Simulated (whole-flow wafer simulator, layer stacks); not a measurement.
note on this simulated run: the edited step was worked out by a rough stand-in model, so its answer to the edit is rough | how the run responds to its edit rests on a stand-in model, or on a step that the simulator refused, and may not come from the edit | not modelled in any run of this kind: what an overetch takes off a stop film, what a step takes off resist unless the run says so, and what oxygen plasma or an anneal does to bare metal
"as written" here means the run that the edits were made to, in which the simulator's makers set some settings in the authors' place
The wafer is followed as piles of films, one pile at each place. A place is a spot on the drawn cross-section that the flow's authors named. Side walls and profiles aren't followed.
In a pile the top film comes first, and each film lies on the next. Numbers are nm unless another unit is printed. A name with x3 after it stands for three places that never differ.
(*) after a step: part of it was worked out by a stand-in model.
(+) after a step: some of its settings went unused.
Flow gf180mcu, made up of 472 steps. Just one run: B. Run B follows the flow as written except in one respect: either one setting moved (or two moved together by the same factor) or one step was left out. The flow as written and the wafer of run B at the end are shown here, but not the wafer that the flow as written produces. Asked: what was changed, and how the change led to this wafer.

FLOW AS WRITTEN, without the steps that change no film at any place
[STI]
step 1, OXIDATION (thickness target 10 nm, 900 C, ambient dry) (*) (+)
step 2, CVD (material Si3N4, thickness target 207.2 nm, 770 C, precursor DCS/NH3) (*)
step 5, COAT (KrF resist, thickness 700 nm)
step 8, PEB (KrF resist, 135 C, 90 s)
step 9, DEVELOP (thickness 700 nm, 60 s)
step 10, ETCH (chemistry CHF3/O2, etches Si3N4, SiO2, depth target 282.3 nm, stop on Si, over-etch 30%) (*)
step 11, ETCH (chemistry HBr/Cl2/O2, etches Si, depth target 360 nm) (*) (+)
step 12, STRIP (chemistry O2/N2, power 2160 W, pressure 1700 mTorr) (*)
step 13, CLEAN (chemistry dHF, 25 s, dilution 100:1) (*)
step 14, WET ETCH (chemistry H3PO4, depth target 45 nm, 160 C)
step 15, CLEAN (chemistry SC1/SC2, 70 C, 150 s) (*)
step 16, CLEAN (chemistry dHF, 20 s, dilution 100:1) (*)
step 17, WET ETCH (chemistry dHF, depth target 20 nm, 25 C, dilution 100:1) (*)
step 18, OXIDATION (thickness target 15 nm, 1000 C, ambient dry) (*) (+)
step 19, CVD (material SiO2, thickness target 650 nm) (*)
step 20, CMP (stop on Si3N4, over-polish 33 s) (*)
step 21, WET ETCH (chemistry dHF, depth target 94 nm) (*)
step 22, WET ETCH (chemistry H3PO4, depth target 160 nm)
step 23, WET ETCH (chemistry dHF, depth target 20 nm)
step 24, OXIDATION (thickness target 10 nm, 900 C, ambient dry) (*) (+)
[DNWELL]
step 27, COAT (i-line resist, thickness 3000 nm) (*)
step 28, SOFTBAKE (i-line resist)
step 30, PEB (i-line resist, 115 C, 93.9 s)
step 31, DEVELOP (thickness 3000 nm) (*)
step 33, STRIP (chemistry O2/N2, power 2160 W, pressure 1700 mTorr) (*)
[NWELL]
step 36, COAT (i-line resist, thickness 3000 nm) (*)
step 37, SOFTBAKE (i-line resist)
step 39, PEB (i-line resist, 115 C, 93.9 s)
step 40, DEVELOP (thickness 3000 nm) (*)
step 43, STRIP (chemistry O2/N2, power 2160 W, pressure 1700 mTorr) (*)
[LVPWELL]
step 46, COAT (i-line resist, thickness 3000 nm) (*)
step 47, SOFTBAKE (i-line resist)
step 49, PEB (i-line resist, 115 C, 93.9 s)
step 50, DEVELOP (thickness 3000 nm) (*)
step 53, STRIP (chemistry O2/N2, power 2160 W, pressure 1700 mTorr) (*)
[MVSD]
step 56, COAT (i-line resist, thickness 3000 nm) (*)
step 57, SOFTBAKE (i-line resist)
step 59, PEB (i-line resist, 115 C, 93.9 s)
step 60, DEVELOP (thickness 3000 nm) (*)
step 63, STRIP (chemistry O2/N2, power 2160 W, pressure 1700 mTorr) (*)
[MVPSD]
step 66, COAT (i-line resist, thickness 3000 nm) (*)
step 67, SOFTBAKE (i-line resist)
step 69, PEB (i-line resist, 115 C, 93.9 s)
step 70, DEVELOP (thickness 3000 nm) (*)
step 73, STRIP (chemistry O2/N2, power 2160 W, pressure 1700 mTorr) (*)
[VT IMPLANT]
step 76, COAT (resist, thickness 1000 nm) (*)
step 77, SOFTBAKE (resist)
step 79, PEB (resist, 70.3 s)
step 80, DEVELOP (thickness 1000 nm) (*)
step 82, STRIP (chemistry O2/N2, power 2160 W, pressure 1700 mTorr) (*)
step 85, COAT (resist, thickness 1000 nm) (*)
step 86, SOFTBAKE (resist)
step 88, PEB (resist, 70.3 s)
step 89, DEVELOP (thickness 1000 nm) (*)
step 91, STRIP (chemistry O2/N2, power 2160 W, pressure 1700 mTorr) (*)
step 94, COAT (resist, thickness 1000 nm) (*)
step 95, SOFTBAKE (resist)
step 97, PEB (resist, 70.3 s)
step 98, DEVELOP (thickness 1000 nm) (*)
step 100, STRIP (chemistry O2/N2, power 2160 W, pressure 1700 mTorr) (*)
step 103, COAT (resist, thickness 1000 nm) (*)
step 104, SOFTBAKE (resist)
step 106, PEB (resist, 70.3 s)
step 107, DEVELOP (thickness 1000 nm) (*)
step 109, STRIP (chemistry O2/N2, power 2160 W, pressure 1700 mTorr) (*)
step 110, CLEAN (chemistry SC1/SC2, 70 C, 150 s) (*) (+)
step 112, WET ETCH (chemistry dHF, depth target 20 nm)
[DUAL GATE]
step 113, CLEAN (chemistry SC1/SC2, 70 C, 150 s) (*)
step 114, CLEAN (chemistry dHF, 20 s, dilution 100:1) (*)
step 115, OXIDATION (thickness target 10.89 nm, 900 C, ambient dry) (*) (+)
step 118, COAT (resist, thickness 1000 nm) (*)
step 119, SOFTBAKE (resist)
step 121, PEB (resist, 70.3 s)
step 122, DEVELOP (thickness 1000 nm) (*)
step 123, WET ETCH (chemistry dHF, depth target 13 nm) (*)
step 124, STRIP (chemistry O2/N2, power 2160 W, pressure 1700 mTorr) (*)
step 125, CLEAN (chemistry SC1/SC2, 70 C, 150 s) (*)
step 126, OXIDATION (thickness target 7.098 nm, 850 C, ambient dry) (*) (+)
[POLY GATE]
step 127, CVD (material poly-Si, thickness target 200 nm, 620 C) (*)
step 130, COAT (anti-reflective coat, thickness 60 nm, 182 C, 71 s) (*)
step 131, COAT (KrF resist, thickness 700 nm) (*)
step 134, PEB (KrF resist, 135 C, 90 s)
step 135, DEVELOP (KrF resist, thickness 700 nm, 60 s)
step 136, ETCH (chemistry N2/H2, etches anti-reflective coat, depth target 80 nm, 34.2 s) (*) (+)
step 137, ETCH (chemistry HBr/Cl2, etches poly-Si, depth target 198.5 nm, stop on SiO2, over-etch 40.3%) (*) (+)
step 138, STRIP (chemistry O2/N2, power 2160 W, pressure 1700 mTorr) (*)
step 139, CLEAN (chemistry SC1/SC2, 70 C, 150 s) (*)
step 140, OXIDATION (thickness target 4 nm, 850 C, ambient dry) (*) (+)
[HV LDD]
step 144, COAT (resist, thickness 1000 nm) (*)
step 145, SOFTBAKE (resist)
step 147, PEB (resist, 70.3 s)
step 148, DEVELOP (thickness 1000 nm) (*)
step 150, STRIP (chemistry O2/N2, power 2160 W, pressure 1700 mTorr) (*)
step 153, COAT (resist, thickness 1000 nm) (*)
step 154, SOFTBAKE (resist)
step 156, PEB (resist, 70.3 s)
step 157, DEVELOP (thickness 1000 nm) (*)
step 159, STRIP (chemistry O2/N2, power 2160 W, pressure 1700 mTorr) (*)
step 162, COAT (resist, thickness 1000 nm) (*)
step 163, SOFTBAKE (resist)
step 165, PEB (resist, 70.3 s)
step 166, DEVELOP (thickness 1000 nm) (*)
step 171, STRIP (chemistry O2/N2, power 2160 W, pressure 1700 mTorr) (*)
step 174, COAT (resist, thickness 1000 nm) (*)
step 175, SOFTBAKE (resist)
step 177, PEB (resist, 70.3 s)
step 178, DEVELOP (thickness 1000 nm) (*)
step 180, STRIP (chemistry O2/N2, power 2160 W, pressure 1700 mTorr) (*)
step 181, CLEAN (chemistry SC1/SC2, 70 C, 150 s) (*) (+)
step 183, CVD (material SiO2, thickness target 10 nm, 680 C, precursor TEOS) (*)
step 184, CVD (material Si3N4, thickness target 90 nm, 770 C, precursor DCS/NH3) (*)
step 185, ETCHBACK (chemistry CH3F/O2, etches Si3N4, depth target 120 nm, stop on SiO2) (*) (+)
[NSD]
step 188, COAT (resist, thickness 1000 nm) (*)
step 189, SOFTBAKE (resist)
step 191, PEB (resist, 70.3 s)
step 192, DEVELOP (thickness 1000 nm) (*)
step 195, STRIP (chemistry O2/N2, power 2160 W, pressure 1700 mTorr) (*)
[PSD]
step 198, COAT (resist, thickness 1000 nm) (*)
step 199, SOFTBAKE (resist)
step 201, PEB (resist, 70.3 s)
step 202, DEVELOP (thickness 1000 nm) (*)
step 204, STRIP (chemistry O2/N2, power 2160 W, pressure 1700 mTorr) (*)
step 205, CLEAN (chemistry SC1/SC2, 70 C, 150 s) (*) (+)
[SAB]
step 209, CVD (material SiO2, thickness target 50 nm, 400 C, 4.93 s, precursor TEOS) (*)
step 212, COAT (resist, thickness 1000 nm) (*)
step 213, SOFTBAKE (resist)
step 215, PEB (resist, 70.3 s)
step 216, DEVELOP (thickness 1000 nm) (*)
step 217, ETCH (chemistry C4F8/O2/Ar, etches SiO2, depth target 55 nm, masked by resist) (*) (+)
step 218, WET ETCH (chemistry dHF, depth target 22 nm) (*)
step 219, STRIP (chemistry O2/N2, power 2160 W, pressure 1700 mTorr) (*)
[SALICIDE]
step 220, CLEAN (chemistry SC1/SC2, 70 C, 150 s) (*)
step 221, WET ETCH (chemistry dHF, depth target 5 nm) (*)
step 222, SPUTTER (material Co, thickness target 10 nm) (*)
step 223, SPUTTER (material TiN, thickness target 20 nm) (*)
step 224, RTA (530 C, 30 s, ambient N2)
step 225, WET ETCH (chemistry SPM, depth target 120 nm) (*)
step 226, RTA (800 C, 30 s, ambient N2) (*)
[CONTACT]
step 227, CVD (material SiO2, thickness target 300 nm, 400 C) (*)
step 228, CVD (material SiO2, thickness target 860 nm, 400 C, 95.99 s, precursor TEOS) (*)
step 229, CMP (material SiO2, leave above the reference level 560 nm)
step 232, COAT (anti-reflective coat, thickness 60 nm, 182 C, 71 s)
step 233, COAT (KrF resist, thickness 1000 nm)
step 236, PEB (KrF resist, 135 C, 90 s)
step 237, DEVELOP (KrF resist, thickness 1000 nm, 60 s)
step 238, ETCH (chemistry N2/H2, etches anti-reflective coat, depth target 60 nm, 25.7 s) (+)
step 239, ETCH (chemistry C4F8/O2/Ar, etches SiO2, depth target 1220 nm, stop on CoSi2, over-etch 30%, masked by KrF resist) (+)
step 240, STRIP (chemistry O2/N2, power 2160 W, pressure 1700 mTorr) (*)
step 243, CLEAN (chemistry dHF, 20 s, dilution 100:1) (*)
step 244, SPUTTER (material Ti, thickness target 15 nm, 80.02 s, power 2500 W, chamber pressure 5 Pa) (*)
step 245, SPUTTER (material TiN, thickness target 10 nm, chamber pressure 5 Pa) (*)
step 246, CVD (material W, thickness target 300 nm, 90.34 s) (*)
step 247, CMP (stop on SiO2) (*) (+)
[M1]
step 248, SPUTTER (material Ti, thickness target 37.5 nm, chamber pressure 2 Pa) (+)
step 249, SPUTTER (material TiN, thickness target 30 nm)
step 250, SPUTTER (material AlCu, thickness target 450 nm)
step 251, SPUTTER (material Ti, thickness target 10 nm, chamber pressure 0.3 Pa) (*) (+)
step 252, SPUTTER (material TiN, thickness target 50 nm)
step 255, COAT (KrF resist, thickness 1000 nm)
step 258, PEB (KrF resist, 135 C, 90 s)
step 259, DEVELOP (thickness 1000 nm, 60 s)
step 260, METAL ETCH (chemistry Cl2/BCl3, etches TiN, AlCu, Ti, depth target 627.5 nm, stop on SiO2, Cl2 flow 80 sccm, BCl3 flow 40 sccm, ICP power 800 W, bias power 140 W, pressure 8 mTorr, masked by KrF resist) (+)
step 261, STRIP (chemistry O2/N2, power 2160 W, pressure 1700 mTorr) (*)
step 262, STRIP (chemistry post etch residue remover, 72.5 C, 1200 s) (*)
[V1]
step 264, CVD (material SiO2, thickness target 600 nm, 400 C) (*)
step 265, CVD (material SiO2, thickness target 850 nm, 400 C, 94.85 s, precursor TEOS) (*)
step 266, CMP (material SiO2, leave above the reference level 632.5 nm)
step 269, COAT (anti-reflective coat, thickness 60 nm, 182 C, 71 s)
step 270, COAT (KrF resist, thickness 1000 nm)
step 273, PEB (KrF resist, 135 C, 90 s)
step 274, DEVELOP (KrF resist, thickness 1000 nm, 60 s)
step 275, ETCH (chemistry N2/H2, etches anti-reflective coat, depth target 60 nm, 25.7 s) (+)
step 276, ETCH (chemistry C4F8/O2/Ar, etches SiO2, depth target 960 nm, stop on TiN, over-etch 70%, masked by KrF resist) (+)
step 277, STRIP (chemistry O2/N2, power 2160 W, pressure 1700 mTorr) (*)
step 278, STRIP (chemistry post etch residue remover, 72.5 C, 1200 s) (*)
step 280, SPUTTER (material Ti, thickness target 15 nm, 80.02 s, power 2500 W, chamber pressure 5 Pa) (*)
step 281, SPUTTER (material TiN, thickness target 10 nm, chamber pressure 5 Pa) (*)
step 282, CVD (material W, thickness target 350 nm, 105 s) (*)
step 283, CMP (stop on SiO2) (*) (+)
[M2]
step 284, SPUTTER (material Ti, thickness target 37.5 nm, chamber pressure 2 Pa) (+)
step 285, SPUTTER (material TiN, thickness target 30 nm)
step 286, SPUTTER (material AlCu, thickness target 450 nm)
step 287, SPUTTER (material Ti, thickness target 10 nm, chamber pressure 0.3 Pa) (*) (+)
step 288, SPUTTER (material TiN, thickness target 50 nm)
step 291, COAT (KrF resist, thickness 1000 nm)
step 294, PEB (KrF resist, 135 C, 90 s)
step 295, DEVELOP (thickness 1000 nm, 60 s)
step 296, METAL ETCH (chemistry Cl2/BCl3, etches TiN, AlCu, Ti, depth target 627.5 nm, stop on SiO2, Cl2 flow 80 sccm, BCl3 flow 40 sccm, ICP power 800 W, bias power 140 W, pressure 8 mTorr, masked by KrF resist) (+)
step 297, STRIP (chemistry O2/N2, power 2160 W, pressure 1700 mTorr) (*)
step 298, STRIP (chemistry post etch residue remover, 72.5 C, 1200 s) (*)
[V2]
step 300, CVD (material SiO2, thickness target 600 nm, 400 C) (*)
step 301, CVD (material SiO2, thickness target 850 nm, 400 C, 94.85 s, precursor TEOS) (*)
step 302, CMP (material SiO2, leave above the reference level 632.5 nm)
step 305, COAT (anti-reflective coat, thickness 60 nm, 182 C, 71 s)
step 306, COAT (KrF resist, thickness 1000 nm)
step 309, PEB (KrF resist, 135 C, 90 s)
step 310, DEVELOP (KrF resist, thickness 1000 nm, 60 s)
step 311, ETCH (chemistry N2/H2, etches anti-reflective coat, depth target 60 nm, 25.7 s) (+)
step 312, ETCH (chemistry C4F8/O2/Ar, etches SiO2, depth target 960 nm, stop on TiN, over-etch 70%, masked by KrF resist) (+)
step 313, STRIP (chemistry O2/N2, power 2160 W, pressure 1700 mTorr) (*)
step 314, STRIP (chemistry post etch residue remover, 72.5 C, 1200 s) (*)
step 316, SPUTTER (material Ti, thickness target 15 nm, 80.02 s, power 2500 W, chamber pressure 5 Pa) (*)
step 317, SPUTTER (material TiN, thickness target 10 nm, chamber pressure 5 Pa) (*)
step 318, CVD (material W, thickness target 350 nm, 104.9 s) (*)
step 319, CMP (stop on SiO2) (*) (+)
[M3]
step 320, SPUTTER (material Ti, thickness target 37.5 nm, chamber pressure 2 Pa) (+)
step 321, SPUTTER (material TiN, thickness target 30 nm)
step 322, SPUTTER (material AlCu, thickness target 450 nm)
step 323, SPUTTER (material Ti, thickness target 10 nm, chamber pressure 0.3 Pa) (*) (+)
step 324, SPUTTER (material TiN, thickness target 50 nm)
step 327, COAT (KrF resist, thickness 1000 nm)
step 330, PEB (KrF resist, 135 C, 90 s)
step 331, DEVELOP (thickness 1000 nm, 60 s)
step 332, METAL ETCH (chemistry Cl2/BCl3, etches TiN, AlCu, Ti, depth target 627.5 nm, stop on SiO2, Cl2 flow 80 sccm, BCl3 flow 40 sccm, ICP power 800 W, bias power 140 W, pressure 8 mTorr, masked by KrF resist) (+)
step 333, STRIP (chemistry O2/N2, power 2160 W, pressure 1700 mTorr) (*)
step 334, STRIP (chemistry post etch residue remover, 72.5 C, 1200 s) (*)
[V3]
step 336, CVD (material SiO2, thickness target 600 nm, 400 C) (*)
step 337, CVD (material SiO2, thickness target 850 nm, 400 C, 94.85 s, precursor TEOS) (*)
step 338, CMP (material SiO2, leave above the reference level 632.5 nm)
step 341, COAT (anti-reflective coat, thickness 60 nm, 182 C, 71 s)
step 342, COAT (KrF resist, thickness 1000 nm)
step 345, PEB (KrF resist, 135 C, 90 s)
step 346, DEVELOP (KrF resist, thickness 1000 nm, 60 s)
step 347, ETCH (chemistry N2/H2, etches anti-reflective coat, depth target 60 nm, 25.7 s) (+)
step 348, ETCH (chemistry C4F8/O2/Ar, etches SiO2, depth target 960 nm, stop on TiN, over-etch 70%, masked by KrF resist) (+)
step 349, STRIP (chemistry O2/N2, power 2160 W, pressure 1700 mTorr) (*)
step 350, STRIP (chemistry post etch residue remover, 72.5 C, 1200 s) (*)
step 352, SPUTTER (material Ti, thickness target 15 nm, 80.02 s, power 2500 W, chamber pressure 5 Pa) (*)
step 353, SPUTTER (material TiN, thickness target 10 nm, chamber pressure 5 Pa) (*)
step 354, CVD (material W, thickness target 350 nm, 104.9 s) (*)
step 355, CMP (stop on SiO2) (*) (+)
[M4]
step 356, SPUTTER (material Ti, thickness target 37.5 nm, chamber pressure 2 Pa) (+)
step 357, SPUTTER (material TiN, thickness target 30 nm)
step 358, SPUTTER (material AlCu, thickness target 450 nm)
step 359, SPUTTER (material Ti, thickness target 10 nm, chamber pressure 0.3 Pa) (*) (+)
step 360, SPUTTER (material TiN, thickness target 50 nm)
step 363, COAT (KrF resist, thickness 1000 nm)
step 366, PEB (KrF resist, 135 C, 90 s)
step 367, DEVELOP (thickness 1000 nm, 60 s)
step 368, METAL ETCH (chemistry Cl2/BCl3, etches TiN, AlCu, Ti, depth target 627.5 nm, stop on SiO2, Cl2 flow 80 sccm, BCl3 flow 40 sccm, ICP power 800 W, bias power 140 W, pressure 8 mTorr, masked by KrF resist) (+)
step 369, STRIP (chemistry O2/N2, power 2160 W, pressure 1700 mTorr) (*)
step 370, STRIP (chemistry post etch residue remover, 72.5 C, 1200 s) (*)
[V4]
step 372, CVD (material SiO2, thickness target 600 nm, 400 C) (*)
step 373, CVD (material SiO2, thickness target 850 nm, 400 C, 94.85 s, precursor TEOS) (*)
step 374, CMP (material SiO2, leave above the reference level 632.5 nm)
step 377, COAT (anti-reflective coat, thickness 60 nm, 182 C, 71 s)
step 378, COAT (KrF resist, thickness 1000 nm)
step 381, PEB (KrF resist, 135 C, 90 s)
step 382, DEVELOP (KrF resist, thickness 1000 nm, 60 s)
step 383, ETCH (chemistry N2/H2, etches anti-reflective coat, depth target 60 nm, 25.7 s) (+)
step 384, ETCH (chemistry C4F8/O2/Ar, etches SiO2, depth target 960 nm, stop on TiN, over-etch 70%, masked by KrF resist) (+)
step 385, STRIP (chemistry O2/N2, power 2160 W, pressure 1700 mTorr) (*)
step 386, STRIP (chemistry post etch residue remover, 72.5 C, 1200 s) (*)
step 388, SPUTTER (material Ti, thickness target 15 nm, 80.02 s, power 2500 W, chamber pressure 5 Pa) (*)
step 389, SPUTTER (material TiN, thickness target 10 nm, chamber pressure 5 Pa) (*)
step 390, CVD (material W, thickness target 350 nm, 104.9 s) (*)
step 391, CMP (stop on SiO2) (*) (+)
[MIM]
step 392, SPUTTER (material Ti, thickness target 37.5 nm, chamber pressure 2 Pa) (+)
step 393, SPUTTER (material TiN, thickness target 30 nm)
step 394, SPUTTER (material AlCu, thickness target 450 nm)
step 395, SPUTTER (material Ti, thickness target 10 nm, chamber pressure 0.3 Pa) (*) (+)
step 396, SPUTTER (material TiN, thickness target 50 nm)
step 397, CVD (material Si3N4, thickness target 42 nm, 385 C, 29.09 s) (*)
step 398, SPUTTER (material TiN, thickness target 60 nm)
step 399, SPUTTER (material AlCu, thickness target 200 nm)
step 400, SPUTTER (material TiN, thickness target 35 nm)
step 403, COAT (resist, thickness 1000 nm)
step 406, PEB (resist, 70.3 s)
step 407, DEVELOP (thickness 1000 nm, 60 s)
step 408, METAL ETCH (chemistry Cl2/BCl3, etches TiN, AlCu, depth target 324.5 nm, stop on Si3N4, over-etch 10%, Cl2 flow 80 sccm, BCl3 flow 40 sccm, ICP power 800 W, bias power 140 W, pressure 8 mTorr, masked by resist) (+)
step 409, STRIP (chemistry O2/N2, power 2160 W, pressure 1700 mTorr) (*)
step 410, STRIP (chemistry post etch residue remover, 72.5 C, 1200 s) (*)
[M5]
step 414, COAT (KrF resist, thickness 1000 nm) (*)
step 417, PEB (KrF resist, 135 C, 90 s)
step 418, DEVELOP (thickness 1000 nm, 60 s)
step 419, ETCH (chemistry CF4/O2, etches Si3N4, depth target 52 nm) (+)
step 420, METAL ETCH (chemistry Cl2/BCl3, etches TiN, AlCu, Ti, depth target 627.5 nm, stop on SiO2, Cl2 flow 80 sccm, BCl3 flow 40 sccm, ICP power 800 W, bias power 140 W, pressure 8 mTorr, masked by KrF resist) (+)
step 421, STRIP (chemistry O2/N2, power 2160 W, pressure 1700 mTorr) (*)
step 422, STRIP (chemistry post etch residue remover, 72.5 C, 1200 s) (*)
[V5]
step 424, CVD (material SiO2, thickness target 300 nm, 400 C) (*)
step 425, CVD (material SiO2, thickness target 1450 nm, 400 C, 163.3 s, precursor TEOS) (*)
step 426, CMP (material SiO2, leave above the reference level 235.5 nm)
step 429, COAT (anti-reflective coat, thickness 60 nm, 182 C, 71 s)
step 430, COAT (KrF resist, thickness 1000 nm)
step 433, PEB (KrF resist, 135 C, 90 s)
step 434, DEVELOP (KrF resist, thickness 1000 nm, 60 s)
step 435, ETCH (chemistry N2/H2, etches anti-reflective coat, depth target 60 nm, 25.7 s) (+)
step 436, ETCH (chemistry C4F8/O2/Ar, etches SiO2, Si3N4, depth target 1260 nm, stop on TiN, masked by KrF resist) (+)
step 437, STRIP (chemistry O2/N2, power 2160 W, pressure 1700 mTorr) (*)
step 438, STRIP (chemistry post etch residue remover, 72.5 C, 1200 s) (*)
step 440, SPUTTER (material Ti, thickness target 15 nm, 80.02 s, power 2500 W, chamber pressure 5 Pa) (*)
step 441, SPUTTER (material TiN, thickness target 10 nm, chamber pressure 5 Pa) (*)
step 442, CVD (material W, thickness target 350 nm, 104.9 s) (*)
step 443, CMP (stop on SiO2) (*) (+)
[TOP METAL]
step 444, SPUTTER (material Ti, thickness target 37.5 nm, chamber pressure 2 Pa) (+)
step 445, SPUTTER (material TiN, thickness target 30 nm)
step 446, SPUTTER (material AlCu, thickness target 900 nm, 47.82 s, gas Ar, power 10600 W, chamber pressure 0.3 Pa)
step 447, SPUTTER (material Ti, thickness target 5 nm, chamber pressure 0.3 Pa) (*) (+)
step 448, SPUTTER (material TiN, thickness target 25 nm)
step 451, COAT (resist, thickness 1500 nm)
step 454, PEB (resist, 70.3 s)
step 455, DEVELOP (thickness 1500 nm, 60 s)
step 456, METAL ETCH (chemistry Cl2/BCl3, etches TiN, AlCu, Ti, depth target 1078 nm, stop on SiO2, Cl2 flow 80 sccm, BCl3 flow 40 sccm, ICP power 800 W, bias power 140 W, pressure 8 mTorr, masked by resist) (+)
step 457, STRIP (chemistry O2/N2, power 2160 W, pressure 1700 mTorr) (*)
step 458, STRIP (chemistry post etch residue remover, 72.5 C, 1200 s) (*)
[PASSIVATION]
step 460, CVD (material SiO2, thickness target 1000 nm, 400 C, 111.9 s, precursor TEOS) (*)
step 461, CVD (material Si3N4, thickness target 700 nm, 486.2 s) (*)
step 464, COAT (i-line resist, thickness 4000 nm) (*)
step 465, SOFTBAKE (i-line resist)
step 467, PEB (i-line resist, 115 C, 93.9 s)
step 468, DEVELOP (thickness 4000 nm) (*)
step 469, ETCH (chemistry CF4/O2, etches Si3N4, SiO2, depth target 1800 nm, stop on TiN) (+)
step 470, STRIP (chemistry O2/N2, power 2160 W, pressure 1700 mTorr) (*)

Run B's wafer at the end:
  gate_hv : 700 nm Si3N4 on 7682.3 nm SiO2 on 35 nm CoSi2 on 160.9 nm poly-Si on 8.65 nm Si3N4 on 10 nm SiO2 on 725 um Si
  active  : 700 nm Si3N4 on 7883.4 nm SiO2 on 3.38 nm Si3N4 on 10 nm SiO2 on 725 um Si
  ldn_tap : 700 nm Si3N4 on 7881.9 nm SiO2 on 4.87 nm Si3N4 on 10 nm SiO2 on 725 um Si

The reason: step 2, CVD: thickness target 229.9 nm was run, whereas the flow has thickness target 207.2 nm.

How this came from the change, step by step:
  step 2, CVD (material Si3N4, thickness target 207.2 nm, 770 C, precursor DCS/NH3) (*)
      field, field_sub, active and 77 more: Si3N4 gains 229.9 (new film) (as written it would have been: Si3N4 gains 207.2 (new film))
  step 10, ETCH (chemistry CHF3/O2, etches Si3N4, SiO2, depth target 282.3 nm, stop on Si, over-etch 30%) (*)
      field, field_sub, sti and 34 more: Si3N4 loses 229.9 (all of it), SiO2 loses 10 (all of it), Si loses 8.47 (as written it would have been: Si3N4 loses 207.2 (all of it), SiO2 loses 10 (all of it), Si loses 13)
  step 20, CMP (stop on Si3N4, over-polish 33 s) (*)
      sti, mim_1p0, pad and 11 more: SiO2 loses 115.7 (as written it would have been: SiO2 loses 138.5)
      nw_enc_fld, nw_enc_fld_lv: SiO2 loses 119.7 (as written it would have been: SiO2 loses 142.5)
      (and at 10 other places as well)
  step 22, WET ETCH (chemistry H3PO4, depth target 160 nm)
      active, n_well, p_well and 40 more: Si3N4 loses 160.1 (as written it would have been: Si3N4 loses 150.8 (all of it), SiO2 loses 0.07)
  step 23, WET ETCH (chemistry dHF, depth target 20 nm)
      active, n_well, p_well and 40 more: Si3N4 loses 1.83 (as written it would have been: SiO2 loses 9.93 (all of it))
  step 24, OXIDATION (thickness target 10 nm, 900 C, ambient dry) (*) (+)
      active, n_well, p_well and 40 more: nothing (as written it would have been: SiO2 gains 10 (new film), Si loses 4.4)
  step 28, SOFTBAKE (i-line resist)
      active_nat: i-line resist gains 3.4 (as written it would have been: i-line resist gains 2.84)
      gate_nat: i-line resist gains 3.6 (as written it would have been: i-line resist gains 3.01)
      (and at 19 other places as well)
  step 37, SOFTBAKE (i-line resist)
      active_nat: i-line resist gains 3.4 (as written it would have been: i-line resist gains 2.84)
      gate_nat: i-line resist gains 3.6 (as written it would have been: i-line resist gains 3.01)
      (and at 19 other places as well)
  step 47, SOFTBAKE (i-line resist)
      active_nat: i-line resist gains 3.4 (as written it would have been: i-line resist gains 2.84)
      gate_nat: i-line resist gains 3.6 (as written it would have been: i-line resist gains 3.01)
      (and at 19 other places as well)
  step 57, SOFTBAKE (i-line resist)
      active_nat: i-line resist gains 3.4 (as written it would have been: i-line resist gains 2.84)
      gate_nat: i-line resist gains 3.6 (as written it would have been: i-line resist gains 3.01)
      (and at 19 other places as well)
  step 67, SOFTBAKE (i-line resist)
      active_nat: i-line resist gains 3.4 (as written it would have been: i-line resist gains 2.84)
      gate_nat: i-line resist gains 3.6 (as written it would have been: i-line resist gains 3.01)
      (and at 19 other places as well)
  step 112, WET ETCH (chemistry dHF, depth target 20 nm)
      active, n_well, p_well and 40 more: Si3N4 loses 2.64 (as written it would have been: SiO2 loses 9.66 (all of it))
  step 113, CLEAN (chemistry SC1/SC2, 70 C, 150 s) (*)
      active, n_well, p_well and 40 more: Si3N4 loses 0.07 (as written it would have been: chemical SiO2 gains 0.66 (new film), Si loses 1.83)
  step 114, CLEAN (chemistry dHF, 20 s, dilution 100:1) (*)
      active, n_well, p_well and 40 more: Si3N4 loses 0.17 (as written it would have been: chemical SiO2 loses 0.66 (all of it))
  step 115, OXIDATION (thickness target 10.89 nm, 900 C, ambient dry) (*) (+)
      active, n_well, p_well and 40 more: nothing (as written it would have been: SiO2 gains 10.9 (new film), Si loses 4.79)
  step 123, WET ETCH (chemistry dHF, depth target 13 nm) (*)
      active, n_well, p_well and 12 more: Si3N4 loses 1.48 (as written it would have been: SiO2 loses 10.9 (all of it))
  ... another 26 steps ...
  step 471, ANNEAL (400 C, 1800 s, ambient N2/H2)
      contact: under 49 films: void gains 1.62 (new film), Ti loses 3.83, TiSi first gains 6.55 (new film), Si loses 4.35 (as written it would have been: nothing)
If metal films that touch count as one body, active has 0 bodies; the flow as written gives 1 body.
If metal films that touch count as one body, ldn_tap has 0 bodies; the flow as written gives 1 body.
